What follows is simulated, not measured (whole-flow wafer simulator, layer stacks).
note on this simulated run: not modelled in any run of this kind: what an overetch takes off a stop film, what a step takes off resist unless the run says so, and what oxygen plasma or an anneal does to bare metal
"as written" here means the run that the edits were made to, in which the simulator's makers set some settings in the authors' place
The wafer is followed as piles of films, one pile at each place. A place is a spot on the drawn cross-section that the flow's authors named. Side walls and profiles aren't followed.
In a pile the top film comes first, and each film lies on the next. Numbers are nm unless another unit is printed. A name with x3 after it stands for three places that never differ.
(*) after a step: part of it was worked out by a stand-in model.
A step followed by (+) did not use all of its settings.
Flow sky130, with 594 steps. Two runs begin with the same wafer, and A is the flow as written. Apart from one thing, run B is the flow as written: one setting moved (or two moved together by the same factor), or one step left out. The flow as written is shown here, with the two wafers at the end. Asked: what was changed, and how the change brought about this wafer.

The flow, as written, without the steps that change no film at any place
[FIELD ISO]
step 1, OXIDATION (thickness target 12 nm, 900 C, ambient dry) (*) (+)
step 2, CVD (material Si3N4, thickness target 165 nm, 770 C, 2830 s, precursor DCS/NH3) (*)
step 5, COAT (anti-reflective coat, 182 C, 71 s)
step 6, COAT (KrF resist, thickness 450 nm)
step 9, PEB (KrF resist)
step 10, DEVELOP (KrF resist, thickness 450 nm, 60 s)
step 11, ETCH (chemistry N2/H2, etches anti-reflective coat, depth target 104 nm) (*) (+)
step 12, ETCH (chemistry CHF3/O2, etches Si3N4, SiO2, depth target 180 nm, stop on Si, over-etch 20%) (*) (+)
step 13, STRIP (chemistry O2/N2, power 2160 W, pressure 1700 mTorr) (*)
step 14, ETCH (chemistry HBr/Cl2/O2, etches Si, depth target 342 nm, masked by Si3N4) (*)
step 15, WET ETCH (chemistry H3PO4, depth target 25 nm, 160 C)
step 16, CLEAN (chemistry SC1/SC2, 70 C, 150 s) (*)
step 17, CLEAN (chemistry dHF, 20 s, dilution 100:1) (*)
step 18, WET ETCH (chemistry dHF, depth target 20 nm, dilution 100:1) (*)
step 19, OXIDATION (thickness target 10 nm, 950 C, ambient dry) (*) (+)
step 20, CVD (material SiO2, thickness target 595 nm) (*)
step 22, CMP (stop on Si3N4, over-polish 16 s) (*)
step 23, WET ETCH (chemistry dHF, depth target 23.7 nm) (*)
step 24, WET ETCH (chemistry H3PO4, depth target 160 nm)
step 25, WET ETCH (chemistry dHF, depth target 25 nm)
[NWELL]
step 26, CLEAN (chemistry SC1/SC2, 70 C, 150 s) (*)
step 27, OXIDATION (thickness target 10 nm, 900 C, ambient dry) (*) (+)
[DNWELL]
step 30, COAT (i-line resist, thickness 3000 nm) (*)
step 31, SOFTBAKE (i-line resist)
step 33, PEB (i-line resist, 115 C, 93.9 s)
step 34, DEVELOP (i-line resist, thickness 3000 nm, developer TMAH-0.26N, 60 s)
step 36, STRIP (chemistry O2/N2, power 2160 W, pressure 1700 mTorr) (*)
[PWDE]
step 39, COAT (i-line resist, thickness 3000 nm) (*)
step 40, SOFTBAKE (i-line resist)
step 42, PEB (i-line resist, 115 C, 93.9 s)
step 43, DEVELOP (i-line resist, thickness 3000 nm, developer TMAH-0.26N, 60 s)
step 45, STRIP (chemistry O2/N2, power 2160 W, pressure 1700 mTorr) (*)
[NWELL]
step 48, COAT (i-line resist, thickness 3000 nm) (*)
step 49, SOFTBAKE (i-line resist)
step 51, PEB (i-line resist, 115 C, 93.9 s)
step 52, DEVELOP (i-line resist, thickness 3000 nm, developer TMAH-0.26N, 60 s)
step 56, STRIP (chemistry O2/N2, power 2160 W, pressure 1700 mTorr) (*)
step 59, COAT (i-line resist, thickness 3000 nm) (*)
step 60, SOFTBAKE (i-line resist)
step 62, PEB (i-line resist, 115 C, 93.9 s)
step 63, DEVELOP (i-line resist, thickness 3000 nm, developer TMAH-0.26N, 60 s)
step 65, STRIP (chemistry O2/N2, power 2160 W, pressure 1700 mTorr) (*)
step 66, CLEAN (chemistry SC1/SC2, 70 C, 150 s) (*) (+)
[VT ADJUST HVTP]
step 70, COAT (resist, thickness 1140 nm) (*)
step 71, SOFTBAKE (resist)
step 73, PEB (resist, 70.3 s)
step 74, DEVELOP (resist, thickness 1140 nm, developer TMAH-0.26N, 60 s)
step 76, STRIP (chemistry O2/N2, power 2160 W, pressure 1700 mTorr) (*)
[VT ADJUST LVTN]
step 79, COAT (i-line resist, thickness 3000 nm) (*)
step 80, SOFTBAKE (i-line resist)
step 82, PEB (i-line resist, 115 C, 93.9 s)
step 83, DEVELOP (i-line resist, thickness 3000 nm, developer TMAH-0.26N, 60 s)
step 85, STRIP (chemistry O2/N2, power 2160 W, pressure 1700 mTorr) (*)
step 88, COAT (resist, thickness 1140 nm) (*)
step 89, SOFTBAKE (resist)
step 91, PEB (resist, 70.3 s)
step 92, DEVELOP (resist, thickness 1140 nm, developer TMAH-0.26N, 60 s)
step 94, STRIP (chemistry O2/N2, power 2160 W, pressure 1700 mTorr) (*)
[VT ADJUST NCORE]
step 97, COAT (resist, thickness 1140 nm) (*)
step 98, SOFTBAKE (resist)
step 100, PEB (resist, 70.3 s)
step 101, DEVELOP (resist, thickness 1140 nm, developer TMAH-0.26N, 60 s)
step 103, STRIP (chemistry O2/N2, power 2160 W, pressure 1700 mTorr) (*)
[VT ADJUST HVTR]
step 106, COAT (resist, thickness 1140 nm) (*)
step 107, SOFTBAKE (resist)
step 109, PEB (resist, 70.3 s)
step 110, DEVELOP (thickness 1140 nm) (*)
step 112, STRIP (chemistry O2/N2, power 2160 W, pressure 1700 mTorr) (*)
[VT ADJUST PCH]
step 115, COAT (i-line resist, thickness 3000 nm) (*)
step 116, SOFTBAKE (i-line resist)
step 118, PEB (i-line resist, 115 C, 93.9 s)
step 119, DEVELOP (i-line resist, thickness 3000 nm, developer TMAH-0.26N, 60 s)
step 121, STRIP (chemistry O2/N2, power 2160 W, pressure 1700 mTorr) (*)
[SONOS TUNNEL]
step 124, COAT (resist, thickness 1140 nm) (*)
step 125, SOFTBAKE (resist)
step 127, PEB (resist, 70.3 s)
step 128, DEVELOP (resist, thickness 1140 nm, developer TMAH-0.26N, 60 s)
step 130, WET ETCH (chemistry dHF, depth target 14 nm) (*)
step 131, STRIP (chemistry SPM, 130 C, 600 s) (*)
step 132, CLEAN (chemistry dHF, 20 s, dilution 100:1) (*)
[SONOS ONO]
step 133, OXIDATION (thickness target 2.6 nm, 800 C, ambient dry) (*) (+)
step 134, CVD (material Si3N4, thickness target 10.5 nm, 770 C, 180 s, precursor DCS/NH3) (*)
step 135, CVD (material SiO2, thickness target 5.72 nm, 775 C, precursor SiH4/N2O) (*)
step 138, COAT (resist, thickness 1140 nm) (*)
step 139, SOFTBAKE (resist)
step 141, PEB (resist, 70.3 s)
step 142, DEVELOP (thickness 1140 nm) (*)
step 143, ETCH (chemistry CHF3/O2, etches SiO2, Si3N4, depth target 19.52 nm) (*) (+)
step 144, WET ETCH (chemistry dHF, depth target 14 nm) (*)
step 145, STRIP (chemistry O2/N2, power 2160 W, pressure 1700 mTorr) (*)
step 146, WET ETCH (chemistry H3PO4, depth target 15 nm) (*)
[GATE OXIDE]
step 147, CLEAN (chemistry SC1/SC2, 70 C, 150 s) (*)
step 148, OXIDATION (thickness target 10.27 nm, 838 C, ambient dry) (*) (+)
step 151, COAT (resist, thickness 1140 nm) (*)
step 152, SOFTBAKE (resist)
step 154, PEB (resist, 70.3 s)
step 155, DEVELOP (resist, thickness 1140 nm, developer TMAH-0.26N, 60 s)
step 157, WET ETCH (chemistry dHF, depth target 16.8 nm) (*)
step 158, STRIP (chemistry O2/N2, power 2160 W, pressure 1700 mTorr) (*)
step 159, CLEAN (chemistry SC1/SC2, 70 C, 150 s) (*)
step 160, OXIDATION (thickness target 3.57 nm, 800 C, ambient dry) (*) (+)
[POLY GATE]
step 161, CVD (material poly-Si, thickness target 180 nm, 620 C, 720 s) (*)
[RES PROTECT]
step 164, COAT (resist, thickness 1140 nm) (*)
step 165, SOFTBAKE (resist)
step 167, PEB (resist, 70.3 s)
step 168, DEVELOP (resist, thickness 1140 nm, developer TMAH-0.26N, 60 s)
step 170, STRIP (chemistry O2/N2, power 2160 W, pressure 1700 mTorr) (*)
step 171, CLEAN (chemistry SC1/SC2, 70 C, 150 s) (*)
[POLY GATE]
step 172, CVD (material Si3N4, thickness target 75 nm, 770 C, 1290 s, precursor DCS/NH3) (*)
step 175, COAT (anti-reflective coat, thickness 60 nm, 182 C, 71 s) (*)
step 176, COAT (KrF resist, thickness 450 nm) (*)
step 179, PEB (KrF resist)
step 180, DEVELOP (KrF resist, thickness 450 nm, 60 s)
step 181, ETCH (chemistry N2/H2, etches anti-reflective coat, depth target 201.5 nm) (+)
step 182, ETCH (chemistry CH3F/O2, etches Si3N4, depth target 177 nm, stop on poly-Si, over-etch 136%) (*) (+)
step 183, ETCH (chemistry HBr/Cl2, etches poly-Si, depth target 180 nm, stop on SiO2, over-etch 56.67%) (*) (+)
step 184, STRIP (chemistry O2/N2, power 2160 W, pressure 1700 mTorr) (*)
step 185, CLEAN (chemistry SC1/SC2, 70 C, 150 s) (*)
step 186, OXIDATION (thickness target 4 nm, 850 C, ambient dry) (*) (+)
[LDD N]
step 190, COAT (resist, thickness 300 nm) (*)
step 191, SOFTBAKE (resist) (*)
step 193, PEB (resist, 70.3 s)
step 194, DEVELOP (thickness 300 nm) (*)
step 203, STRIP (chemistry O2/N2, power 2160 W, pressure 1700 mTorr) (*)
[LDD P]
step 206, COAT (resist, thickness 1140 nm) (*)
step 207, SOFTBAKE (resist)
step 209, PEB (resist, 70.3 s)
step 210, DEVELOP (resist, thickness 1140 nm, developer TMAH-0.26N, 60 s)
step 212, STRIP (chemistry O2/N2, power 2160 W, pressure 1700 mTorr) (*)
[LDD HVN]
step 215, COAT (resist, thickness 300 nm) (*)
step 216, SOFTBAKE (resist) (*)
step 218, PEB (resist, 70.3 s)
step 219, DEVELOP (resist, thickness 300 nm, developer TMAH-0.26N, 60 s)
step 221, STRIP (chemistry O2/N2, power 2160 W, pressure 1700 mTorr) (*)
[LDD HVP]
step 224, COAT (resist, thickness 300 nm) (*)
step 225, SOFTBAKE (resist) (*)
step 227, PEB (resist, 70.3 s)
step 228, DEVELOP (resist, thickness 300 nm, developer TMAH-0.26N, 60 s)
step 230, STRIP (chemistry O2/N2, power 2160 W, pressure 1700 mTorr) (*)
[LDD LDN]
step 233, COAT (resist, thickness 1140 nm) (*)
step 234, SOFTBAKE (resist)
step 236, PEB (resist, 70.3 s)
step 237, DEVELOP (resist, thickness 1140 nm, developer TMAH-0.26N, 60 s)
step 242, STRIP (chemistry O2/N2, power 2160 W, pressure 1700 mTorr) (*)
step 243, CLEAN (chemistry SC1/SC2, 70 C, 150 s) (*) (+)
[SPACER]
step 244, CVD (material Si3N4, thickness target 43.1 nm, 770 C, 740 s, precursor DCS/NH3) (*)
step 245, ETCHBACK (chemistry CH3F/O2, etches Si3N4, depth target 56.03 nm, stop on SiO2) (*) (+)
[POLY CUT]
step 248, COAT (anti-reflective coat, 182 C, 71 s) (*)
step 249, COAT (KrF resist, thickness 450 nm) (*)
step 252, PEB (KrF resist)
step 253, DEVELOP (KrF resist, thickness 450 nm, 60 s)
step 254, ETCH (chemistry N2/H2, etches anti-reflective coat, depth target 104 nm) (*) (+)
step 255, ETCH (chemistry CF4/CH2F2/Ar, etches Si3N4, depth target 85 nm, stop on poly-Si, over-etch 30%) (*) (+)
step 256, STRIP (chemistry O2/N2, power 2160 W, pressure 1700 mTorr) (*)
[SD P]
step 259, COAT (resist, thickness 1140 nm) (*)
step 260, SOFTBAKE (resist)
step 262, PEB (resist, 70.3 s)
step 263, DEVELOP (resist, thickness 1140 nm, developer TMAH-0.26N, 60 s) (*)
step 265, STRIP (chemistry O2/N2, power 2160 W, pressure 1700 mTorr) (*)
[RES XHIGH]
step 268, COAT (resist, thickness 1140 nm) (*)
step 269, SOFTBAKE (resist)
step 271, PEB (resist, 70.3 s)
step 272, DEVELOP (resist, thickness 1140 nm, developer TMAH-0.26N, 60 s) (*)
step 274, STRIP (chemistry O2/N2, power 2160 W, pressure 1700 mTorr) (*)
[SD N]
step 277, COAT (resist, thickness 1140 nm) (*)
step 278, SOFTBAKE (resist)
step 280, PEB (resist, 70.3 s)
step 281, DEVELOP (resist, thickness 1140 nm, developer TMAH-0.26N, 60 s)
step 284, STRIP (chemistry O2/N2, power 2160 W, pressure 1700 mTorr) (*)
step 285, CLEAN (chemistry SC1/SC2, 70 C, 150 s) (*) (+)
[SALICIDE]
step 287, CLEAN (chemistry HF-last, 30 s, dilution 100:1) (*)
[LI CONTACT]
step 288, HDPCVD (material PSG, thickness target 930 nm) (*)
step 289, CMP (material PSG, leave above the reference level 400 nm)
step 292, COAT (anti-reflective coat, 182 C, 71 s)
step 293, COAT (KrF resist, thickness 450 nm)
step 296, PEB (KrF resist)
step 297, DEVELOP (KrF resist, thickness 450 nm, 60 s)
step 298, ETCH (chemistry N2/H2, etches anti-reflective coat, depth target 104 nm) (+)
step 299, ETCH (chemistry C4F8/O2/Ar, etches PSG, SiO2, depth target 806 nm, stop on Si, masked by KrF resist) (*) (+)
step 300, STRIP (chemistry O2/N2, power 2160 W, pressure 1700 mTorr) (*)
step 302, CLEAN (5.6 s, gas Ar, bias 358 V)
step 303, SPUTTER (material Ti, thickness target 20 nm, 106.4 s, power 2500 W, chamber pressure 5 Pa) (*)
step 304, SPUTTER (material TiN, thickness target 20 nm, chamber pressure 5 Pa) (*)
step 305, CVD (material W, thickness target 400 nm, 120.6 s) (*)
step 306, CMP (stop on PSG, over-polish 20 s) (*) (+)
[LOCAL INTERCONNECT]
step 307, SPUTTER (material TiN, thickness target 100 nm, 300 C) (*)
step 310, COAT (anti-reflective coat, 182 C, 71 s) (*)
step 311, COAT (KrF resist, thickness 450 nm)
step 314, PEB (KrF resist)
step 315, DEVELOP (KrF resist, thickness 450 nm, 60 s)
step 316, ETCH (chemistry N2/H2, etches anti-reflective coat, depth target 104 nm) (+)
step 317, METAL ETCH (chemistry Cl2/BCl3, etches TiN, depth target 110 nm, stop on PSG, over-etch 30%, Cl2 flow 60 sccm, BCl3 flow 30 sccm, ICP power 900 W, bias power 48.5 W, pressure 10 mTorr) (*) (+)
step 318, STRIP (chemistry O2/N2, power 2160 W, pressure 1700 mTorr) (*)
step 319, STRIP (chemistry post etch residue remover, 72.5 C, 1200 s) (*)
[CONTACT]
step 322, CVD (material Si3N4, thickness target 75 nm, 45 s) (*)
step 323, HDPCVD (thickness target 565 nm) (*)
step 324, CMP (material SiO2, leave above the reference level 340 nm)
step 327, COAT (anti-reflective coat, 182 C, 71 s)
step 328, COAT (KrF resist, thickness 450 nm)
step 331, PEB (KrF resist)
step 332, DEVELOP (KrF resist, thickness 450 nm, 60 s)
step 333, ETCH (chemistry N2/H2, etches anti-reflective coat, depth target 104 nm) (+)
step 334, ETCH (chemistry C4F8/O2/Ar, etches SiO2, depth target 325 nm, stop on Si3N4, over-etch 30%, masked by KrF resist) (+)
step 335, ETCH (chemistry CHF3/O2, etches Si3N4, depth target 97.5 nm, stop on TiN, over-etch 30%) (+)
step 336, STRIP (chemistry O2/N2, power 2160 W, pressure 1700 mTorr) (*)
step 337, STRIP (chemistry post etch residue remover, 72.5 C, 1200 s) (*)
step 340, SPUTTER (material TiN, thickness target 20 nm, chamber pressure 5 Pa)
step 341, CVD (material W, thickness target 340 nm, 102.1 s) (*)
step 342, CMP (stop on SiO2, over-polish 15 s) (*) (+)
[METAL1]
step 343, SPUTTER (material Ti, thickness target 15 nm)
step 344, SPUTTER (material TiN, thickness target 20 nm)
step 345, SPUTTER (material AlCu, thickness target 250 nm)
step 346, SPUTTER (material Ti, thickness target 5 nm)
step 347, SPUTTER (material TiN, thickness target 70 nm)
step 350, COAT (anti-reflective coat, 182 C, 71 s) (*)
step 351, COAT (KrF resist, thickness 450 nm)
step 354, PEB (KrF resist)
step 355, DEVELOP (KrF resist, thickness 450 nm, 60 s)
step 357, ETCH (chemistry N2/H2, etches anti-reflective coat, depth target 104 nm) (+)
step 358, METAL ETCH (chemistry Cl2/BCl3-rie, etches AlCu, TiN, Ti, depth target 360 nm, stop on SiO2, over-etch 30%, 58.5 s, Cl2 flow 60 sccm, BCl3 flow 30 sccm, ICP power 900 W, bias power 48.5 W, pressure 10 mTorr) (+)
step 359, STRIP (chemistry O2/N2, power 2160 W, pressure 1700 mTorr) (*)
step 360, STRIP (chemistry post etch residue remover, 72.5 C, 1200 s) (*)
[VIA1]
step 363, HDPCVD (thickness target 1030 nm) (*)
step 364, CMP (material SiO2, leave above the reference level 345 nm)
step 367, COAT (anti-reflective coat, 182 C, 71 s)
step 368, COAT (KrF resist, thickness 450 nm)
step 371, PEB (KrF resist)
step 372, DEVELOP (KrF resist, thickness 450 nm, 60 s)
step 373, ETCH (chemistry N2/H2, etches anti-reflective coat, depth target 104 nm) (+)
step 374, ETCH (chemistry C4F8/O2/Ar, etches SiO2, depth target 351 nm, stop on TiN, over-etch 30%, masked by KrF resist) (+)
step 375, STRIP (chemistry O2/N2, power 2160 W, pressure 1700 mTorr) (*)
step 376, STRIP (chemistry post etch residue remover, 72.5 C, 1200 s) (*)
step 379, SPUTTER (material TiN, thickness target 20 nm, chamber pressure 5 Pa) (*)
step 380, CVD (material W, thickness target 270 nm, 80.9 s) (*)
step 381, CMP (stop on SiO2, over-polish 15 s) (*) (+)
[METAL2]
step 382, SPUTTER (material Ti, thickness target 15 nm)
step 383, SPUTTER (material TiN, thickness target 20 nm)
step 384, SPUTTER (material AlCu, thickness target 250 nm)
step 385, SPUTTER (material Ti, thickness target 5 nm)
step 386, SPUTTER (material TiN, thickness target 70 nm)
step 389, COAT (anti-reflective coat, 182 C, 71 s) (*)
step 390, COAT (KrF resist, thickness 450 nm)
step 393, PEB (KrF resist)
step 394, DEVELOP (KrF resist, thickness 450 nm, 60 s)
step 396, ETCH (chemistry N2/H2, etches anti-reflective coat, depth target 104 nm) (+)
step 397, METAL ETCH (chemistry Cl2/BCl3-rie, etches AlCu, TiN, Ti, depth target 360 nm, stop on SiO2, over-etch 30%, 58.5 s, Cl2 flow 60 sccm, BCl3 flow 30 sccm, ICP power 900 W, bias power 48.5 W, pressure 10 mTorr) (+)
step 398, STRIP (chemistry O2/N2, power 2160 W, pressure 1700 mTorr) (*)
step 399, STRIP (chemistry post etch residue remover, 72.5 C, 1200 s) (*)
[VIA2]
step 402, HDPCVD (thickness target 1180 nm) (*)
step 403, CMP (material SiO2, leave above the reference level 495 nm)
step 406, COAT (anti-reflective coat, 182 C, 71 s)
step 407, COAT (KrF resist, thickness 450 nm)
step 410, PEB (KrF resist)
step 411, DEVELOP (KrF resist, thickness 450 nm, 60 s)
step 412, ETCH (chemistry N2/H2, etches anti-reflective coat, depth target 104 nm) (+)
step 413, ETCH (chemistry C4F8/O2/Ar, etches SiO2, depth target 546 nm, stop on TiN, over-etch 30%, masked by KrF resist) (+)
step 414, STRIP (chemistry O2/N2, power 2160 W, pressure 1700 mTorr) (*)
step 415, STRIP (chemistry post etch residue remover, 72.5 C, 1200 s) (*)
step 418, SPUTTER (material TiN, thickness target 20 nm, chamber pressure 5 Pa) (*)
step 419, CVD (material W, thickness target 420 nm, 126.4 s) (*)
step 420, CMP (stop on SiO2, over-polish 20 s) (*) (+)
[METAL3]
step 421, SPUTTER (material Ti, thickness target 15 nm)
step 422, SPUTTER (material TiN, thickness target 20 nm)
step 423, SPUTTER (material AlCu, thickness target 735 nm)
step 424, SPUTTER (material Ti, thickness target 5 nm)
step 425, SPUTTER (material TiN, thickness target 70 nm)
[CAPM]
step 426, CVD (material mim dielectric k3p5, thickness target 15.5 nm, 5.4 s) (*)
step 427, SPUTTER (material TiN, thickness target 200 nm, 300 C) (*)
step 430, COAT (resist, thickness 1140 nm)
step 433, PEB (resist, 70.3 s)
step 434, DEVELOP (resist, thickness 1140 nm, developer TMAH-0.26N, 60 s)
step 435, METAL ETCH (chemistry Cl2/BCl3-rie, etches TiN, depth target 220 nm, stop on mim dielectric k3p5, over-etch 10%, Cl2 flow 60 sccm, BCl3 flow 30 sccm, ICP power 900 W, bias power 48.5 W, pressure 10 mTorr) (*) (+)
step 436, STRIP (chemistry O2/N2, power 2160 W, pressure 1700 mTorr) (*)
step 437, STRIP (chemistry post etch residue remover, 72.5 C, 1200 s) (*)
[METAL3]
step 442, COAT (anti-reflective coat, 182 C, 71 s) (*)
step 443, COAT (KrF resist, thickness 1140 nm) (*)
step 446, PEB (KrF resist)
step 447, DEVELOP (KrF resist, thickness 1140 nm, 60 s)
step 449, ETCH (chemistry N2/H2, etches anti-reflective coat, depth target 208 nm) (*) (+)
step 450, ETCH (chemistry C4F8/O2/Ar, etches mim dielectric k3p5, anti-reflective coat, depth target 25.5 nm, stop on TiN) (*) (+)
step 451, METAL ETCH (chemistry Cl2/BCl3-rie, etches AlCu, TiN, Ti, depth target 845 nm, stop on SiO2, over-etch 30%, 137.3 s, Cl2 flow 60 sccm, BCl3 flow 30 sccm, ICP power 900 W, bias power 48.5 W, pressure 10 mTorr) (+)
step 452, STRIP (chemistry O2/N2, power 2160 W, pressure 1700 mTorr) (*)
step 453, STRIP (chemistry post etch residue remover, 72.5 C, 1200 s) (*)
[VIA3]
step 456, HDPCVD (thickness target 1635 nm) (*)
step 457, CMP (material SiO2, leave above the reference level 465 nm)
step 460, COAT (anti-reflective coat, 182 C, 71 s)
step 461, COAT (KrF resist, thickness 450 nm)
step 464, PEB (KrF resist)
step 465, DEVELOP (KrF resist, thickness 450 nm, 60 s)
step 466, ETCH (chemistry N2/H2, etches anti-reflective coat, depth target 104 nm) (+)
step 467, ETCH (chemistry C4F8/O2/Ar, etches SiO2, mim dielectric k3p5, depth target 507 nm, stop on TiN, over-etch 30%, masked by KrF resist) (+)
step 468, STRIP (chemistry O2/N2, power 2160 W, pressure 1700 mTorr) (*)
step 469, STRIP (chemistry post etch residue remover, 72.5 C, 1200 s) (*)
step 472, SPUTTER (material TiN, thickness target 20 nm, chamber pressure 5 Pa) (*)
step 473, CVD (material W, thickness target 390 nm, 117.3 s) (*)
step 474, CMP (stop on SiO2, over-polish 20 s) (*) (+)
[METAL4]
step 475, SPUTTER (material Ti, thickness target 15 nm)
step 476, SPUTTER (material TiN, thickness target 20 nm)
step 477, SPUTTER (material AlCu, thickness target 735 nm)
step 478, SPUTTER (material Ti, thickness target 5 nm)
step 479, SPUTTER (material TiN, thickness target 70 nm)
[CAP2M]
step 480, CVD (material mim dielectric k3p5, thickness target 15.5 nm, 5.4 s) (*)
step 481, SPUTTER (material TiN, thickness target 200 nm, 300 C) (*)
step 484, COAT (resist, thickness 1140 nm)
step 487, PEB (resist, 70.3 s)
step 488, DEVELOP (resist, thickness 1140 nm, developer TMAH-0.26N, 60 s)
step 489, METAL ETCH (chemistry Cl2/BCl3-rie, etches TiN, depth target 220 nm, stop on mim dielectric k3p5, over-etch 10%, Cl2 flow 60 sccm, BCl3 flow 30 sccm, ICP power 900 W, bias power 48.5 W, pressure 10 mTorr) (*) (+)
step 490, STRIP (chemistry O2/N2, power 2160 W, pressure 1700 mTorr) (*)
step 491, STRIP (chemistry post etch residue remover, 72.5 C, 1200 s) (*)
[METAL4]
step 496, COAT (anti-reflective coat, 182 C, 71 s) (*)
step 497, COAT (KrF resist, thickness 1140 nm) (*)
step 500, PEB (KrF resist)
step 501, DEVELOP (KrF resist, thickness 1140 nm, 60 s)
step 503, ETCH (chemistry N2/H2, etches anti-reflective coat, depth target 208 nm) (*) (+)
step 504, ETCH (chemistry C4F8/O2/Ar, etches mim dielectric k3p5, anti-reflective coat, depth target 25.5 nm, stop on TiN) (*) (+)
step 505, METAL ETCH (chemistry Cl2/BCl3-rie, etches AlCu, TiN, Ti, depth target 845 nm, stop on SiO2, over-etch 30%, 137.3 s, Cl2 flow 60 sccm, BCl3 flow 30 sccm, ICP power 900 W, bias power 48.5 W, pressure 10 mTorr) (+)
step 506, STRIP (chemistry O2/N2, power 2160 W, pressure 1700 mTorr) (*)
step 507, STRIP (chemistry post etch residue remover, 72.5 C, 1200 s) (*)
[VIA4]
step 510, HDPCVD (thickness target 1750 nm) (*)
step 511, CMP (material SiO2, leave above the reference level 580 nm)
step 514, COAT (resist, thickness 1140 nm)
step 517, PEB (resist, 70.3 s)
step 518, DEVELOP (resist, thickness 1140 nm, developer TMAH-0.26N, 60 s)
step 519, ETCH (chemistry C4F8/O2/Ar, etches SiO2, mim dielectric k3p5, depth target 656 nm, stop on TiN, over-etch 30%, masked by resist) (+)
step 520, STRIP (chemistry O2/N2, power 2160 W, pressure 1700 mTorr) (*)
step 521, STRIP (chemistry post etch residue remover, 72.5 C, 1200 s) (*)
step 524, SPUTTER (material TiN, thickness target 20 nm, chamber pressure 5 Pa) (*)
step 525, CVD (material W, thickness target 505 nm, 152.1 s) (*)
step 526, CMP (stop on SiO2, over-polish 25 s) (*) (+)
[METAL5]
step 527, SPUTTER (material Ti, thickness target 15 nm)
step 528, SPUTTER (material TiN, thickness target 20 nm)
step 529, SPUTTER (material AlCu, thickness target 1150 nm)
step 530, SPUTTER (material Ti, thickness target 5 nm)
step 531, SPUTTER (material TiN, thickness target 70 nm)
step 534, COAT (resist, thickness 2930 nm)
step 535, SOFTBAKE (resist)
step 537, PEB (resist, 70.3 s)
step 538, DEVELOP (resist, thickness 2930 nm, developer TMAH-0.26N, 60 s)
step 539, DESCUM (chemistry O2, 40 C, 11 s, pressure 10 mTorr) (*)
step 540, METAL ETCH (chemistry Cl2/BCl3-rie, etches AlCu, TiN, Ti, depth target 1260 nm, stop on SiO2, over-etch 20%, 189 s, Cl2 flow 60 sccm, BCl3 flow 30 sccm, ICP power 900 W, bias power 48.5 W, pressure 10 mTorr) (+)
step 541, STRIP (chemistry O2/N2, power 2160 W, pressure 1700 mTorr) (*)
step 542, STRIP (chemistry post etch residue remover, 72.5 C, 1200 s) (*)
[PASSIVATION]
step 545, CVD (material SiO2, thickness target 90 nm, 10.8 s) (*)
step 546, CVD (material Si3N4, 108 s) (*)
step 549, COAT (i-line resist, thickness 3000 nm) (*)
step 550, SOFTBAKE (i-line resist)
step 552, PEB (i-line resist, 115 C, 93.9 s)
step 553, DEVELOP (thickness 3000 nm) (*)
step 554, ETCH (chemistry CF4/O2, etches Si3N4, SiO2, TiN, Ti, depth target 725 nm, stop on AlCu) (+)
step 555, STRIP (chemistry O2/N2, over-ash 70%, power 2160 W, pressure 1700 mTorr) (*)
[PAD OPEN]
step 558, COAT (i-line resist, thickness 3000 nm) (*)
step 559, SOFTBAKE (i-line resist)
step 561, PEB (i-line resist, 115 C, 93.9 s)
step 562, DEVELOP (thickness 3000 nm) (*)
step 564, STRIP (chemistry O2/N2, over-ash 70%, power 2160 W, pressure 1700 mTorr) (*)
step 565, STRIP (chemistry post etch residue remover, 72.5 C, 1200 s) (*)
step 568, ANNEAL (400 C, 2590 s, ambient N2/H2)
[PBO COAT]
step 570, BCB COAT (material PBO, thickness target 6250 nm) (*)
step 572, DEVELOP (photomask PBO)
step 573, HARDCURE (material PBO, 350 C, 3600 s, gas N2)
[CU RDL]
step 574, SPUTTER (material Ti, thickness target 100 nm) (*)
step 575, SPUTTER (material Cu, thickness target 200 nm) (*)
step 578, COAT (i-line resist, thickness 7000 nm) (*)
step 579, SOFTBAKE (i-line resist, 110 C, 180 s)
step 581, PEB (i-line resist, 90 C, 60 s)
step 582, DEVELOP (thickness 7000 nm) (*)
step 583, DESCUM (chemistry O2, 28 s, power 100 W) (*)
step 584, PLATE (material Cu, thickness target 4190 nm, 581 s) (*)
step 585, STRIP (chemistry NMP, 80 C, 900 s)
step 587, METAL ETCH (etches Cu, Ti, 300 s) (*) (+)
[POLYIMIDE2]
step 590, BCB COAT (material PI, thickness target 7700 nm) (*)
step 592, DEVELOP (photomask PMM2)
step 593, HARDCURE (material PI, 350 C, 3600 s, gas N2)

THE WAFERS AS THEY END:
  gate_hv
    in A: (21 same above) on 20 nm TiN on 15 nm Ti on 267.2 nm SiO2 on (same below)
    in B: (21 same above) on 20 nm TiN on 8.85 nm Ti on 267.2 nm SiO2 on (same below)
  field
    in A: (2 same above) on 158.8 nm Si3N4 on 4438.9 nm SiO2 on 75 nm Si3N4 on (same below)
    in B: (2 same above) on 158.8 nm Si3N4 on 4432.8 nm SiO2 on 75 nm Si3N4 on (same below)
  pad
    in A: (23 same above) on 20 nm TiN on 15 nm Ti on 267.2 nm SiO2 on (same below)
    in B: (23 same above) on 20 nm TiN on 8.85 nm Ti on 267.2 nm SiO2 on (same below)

Cause: step 382, SPUTTER: thickness target 8.85 nm was run, whereas the flow has thickness target 15 nm.
The wafer lets one read it off: gate_hv has Ti 8.85, and step 382 as written asks for 15 nm.

How this came from the change, step by step:
  step 382, SPUTTER (material Ti, thickness target 15 nm)
      field, active, n_well and 188 more: A Ti gains 15 (new film) | B Ti gains 8.85 (new film)
  step 397, METAL ETCH (chemistry Cl2/BCl3-rie, etches AlCu, TiN, Ti, depth target 360 nm, stop on SiO2, over-etch 30%, 58.5 s, Cl2 flow 60 sccm, BCl3 flow 30 sccm, ICP power 900 W, bias power 48.5 W, pressure 10 mTorr) (+)
      field, active, gate and 82 more: A TiN loses 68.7 (all of it), Ti loses 5 (all of it), AlCu loses 250 (all of it), TiN loses 20 (all of it), Ti loses 15 (all of it), SiO2 loses 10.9 | B TiN loses 68.7 (all of it), Ti loses 5 (all of it), AlCu loses 250 (all of it), TiN loses 20 (all of it), Ti loses 8.85 (all of it), SiO2 loses 11.5
